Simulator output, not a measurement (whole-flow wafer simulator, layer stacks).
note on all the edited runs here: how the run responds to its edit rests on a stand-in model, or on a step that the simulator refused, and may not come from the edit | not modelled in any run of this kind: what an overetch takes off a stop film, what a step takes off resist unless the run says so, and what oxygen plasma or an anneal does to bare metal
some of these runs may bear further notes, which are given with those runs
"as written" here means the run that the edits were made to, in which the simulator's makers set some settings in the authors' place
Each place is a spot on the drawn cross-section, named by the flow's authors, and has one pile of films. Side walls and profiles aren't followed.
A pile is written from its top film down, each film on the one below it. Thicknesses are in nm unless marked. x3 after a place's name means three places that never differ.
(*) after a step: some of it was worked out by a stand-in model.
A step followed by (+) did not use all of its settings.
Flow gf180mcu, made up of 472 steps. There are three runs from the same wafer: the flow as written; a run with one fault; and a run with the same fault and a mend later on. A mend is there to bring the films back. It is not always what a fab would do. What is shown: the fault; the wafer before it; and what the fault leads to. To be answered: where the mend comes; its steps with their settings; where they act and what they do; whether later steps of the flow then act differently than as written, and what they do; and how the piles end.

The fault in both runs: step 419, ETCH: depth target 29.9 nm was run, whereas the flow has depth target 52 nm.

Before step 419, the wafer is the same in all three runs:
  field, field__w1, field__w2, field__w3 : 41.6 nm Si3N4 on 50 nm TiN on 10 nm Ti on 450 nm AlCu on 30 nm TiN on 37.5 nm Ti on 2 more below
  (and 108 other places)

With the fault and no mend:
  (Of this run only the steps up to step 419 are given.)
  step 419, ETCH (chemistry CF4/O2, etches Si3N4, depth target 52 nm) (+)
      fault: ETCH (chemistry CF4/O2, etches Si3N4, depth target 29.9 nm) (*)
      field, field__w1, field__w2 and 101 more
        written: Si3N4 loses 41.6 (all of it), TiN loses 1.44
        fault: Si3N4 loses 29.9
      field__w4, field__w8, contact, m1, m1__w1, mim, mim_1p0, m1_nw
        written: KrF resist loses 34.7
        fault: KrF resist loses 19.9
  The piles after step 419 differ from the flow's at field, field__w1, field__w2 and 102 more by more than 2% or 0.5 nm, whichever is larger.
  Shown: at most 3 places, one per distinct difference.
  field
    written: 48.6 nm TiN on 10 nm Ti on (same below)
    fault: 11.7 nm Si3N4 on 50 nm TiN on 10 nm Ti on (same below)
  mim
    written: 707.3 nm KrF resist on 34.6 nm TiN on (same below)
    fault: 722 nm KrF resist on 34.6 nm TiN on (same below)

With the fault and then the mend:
  After step 419 comes the mend.
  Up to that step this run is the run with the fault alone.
  step 419a, ETCH (chemistry CF4/O2, etches Si3N4, depth target 22.1 nm) (*) (+) (the flow's step 419 again, with other settings)
      field, field__w1, field__w2 and 101 more
        Si3N4 loses 11.7 (all of it), TiN loses 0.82
      field__w4, field__w8, contact, m1, m1__w1, mim, mim_1p0, m1_nw
        KrF resist loses 11.7
  Every later step of the flow that is run acts as written, at every place that is followed, to within 2% or 0.5 nm, whichever is larger.
  By the end, the piles equal the flow's at every place that both follow.
